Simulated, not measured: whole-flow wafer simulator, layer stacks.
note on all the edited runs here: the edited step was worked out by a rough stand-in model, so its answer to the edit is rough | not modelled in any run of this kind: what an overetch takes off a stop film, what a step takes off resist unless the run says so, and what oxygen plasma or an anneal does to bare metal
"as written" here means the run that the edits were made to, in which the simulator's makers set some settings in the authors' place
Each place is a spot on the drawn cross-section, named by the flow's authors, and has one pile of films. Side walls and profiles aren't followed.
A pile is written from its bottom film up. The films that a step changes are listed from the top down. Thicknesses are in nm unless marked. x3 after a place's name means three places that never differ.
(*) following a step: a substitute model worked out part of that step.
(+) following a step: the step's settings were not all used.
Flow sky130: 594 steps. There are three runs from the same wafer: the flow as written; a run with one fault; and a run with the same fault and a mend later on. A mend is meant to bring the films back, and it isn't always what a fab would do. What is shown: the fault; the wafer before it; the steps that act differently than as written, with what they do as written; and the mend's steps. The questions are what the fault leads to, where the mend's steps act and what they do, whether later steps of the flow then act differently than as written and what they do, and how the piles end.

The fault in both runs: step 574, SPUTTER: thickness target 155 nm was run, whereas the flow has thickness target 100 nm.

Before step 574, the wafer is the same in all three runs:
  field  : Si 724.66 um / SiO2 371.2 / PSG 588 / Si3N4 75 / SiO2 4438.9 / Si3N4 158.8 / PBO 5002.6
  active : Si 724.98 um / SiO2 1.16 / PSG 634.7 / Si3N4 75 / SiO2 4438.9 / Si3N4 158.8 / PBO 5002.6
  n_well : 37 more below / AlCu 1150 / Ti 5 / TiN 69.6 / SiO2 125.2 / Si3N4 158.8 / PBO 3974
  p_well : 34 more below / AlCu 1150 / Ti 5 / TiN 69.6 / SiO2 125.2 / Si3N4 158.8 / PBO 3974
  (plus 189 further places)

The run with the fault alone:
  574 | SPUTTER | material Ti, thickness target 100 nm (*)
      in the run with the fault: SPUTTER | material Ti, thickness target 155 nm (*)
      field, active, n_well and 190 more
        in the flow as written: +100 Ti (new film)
        in the run with the fault: +155 Ti (new film)
  Steps further on in the flow that do not act as written (7 other steps are not shown; they differ only slightly, by no more than 2% or 0.5 nm, whichever is larger):
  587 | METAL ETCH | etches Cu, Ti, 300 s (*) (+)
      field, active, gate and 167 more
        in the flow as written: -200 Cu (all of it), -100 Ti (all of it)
        in the run with the fault: -200 Cu (all of it), -155 Ti (all of it)
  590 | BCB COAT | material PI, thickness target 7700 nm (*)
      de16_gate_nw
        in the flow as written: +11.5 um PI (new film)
        in the run with the fault: +11.55 um PI (new film)
  At n_well, p_well, sd_n and 20 more, the piles at the end differ from the flow's by more than 2% or 0.5 nm, whichever is larger.
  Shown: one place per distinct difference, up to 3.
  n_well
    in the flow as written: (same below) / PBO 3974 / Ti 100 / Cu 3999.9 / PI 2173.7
    in the run with the fault: (same below) / PBO 3974 / Ti 155 / Cu 3999.9 / PI 2137.9
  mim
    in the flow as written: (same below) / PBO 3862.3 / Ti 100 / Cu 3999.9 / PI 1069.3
    in the run with the fault: (same below) / PBO 3862.3 / Ti 155 / Cu 3999.9 / PI 1017.9
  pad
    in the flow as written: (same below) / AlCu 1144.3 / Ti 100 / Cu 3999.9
    in the run with the fault: (same below) / AlCu 1144.3 / Ti 155 / Cu 3999.9

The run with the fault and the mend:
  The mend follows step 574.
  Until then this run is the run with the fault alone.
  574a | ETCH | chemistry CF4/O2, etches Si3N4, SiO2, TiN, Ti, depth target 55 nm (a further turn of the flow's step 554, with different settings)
      field, active, n_well and 190 more
        -55 Ti
  Every later step of the flow that is run acts as written, at every place that is followed, to within 2% or 0.5 nm, whichever is larger.
  By the end, the piles equal the flow's at every place that both follow.
